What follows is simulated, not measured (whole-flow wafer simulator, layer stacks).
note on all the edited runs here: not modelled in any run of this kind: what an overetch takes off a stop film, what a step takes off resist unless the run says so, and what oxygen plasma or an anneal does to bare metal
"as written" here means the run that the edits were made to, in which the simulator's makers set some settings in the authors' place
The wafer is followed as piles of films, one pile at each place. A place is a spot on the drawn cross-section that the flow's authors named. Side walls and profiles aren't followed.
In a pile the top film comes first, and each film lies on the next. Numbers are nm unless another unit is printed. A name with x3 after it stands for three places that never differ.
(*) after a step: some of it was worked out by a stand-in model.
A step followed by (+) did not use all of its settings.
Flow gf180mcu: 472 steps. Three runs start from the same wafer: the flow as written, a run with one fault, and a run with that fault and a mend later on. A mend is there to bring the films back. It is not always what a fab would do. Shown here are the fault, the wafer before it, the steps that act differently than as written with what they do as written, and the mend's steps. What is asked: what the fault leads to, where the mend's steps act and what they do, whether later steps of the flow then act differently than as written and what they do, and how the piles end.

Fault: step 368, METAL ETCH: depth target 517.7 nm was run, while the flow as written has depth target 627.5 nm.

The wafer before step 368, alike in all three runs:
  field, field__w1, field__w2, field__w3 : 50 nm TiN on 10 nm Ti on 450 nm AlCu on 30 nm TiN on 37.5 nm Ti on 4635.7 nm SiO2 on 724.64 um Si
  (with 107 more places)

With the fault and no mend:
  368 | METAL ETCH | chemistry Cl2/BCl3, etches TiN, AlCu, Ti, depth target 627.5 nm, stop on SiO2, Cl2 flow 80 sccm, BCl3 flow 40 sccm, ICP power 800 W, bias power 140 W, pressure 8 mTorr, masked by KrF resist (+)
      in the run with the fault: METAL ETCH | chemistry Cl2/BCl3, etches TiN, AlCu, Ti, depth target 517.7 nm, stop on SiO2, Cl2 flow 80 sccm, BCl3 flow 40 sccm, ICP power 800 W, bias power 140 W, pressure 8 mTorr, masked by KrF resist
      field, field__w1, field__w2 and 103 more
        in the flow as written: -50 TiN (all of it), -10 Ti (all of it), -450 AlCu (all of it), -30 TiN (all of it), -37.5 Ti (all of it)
        in the run with the fault: -50 TiN (all of it), -10 Ti (all of it), -450 AlCu (all of it), -7.7 TiN
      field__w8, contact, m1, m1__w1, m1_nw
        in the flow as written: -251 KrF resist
        in the run with the fault: -207.1 KrF resist
  Steps further on in the flow that do not act as written (not shown: 1 more step that differs only slightly, by at most 2% or 0.5 nm, whichever is larger):
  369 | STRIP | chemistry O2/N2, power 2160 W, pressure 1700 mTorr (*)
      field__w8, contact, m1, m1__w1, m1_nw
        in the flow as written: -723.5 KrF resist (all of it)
        in the run with the fault: -767.4 KrF resist (all of it)
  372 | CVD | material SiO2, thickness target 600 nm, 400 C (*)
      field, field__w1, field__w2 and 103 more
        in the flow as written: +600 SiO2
        in the run with the fault: +600 SiO2 (new film)
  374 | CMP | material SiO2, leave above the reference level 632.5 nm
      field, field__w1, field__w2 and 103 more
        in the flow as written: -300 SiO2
        in the run with the fault: -359.4 SiO2
  By the end, the piles at field, field__w1, field__w2 and 104 more depart from the flow's by more than 2% or 0.5 nm, whichever is larger.
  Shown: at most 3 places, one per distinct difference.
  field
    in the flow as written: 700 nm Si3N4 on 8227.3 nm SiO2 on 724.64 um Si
    in the run with the fault: 700 nm Si3N4 on 3532.2 nm SiO2 on 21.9 nm TiN on 37.5 nm Ti on 4635.7 nm SiO2 on 724.64 um Si
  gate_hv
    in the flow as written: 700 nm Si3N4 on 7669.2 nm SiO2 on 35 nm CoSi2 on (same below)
    in the run with the fault: 700 nm Si3N4 on 3532.2 nm SiO2 on 21.9 nm TiN on 37.5 nm Ti on 4077.6 nm SiO2 on 35 nm CoSi2 on (same below)
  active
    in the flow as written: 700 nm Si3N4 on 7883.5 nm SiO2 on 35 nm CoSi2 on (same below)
    in the run with the fault: 700 nm Si3N4 on 3532.2 nm SiO2 on 21.9 nm TiN on 37.5 nm Ti on 4291.9 nm SiO2 on 35 nm CoSi2 on (same below)

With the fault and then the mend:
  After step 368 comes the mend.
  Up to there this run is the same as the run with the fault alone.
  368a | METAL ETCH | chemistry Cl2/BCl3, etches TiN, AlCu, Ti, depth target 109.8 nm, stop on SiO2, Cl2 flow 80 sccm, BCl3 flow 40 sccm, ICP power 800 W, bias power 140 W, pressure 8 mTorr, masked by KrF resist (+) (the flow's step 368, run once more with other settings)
      field, field__w1, field__w2 and 103 more
        -22.3 TiN (all of it), -37.5 Ti (all of it)
      field__w8, contact, m1, m1__w1, m1_nw
        -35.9 KrF resist
  Every later step of the flow that is run acts as written, at every place that is followed, to within 2% or 0.5 nm, whichever is larger.
  By the end, the piles equal the flow's at every place that both follow.
